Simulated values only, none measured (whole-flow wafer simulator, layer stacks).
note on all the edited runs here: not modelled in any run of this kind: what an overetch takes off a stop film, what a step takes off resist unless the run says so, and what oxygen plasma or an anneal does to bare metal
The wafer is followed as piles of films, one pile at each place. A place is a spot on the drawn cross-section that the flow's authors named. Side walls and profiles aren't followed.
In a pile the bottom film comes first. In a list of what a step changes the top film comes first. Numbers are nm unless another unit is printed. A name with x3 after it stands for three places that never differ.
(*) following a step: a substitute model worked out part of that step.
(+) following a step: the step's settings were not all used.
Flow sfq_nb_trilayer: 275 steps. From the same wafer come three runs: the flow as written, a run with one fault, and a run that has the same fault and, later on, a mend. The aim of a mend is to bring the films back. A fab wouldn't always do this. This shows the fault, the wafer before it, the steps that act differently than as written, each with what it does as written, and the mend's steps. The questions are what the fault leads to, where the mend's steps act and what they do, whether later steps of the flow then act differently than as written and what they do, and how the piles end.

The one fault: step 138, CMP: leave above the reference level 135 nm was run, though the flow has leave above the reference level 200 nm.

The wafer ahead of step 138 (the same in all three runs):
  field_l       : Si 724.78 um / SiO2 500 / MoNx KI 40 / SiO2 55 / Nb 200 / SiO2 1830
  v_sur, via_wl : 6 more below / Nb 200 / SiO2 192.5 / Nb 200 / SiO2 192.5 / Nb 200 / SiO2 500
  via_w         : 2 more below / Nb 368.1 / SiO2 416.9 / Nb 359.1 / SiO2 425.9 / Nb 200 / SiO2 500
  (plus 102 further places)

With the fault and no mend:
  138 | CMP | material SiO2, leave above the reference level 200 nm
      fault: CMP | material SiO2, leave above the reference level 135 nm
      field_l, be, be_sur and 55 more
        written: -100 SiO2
        fault: -165 SiO2
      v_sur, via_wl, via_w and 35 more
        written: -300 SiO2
        fault: -365 SiO2
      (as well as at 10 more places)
  Later steps of the flow acting differently than as written (not shown: 5 more steps that differ only slightly, by at most 2% or 0.5 nm, whichever is larger):
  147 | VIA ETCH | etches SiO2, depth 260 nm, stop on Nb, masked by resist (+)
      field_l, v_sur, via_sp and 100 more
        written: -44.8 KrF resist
        fault: -34.9 KrF resist
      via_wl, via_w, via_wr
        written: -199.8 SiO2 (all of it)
        fault: -134.8 SiO2 (all of it)
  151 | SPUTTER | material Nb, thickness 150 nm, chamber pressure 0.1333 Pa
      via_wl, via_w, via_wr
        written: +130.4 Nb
        fault: +138 Nb
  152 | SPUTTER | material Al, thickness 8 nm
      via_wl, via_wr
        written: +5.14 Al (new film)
        fault: +5.93 Al (new film)
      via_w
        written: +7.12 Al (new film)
        fault: +7.75 Al (new film)
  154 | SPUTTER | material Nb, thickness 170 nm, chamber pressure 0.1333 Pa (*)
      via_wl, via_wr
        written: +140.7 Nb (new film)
        fault: +121.5 Nb (new film)
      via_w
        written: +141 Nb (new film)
        fault: +164.9 Nb (new film)
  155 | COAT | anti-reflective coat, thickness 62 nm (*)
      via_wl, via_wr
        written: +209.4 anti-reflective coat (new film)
        fault: +194.4 anti-reflective coat (new film)
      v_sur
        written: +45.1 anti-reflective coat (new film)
        fault: +48.2 anti-reflective coat (new film)
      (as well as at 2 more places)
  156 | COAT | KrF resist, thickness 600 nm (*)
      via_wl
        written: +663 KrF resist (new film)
        fault: +639.9 KrF resist (new film)
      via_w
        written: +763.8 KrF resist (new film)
        fault: +691.3 KrF resist (new film)
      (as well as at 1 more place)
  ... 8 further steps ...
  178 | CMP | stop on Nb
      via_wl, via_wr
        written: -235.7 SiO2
        fault: -308.1 SiO2
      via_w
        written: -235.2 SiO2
        fault: -307.6 SiO2
  At field_l, v_sur, via_wl and 102 more, the piles at the end differ from the flow's by more than 2% or 0.5 nm, whichever is larger.
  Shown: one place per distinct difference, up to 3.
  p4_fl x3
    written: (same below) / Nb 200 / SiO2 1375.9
    fault: (same below) / Nb 200 / SiO2 1310.9
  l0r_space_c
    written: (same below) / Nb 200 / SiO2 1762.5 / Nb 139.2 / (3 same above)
    fault: (same below) / Nb 200 / SiO2 1697.5 / Nb 139.2 / (3 same above)
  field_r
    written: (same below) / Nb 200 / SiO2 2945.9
    fault: (same below) / Nb 200 / SiO2 2880.9

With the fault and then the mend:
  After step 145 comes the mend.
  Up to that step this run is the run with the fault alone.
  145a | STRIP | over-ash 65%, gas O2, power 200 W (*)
      field_l, v_sur, via_sp and 100 more
        -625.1 KrF resist (all of it), -62 anti-reflective coat (all of it)
      via_wl, via_w, via_wr
        -62 anti-reflective coat (all of it)
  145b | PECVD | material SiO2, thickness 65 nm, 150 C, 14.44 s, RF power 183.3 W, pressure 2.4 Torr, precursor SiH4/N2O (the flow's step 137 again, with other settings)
      field_l, v_sur, via_wl and 103 more
        +65 SiO2
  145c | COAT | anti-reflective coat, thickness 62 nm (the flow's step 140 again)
      field_l, v_sur, via_wl and 103 more
        +62 anti-reflective coat (new film)
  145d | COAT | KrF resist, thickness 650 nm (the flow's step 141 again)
      field_l, v_sur, via_wl and 103 more
        +650 KrF resist (new film)
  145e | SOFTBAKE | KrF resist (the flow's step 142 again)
      alters no film at any place that is followed
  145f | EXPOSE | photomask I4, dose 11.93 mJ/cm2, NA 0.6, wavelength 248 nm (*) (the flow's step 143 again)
      alters no film at any place that is followed
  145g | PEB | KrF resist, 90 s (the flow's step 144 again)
      field_l, v_sur, via_wl and 103 more
        -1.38 KrF resist
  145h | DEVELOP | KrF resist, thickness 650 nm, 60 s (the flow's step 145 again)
      field_l, v_sur, via_sp and 100 more
        -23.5 KrF resist
      via_wl, via_w, via_wr
        -648.6 KrF resist (all of it)
  Every later step of the flow that is run acts as written, at every place that is followed, to within 2% or 0.5 nm, whichever is larger.
  When the end is reached, the piles differ only a little from the flow's at the places that both follow, at most by 2% or 0.5 nm, whichever is larger.
